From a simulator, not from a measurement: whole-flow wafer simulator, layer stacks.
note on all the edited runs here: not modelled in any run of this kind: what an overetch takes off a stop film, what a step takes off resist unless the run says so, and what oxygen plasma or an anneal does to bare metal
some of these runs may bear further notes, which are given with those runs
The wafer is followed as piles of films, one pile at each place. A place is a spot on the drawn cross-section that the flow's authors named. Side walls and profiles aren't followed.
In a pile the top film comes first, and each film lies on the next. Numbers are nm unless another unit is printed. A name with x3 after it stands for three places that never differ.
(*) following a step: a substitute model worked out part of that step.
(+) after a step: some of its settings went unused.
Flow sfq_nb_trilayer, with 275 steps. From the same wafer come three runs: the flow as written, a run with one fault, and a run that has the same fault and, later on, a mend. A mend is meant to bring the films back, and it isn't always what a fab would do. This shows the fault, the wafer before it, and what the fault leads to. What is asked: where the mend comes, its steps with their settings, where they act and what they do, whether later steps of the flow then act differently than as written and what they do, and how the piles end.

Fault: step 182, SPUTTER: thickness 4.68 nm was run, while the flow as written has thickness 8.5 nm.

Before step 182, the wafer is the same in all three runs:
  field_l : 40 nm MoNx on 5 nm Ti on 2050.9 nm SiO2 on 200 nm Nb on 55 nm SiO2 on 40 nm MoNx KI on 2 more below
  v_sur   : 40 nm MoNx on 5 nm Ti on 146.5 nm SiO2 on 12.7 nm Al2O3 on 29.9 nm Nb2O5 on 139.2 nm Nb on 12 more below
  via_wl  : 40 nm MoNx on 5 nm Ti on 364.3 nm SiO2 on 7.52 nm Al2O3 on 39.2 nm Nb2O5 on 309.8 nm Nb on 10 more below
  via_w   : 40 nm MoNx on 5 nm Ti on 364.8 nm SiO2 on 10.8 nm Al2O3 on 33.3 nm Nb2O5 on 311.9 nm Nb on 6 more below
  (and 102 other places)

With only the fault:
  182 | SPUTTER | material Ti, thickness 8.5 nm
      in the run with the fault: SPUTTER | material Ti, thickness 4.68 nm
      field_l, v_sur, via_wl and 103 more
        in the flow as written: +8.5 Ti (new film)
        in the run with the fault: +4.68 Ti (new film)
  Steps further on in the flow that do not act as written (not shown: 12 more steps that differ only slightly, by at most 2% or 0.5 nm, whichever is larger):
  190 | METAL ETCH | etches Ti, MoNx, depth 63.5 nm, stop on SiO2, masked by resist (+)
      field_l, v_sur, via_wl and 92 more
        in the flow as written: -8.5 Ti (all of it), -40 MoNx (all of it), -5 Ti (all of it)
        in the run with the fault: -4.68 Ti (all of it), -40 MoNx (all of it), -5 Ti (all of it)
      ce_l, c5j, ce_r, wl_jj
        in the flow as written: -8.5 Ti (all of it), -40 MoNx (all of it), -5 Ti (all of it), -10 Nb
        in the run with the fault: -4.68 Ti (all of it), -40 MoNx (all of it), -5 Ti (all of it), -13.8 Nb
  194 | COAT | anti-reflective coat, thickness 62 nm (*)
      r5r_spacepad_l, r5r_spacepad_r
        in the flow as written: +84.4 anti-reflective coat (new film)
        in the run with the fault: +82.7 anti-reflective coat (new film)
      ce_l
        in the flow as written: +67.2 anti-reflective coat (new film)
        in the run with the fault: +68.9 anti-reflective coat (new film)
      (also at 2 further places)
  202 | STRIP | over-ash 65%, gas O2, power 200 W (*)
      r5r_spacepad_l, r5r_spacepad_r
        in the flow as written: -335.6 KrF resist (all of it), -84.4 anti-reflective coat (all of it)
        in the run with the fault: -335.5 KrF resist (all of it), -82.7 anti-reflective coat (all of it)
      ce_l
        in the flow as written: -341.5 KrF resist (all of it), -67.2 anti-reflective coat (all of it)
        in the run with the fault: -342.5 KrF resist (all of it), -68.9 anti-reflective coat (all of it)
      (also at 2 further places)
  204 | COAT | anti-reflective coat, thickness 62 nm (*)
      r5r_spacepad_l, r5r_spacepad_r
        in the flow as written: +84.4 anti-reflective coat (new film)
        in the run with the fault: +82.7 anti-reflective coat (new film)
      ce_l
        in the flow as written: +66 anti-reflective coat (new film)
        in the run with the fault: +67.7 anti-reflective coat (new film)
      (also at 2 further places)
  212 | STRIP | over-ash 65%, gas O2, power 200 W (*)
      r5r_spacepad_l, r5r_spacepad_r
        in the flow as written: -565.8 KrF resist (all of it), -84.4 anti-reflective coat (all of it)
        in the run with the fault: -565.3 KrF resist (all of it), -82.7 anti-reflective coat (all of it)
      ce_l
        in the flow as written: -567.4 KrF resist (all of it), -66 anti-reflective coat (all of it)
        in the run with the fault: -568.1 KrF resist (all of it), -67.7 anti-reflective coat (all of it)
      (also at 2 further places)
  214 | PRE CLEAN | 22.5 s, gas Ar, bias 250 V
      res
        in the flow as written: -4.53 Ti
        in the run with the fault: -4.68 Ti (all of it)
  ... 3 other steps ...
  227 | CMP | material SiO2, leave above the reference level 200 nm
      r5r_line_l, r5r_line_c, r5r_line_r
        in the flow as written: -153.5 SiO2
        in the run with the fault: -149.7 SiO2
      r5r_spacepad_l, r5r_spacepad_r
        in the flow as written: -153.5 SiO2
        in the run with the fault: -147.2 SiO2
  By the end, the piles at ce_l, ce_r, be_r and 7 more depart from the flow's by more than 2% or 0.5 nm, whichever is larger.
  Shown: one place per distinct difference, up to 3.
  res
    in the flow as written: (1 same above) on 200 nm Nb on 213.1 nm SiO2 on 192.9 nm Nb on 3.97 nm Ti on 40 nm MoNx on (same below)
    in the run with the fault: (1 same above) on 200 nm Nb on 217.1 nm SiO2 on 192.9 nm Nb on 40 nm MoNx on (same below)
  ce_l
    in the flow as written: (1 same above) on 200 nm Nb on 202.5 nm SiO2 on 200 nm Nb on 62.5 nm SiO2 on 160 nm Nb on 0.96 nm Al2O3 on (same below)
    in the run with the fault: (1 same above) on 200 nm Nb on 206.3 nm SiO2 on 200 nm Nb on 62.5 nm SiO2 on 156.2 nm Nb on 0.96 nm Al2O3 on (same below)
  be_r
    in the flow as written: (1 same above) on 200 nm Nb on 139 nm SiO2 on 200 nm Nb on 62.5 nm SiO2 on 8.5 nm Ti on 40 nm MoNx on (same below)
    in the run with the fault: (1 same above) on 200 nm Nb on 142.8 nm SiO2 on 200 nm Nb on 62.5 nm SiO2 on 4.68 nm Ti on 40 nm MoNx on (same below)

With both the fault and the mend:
  After step 182 comes the mend.
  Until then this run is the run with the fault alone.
  182a | SPUTTER | material Ti, thickness 3.82 nm (the flow's step 182, run once more with other settings)
      field_l, v_sur, via_wl and 103 more
        +3.82 Ti
  Later steps of the flow that are run all act as written at every place that is followed.
  The piles end the same as the flow's at every place that both follow.
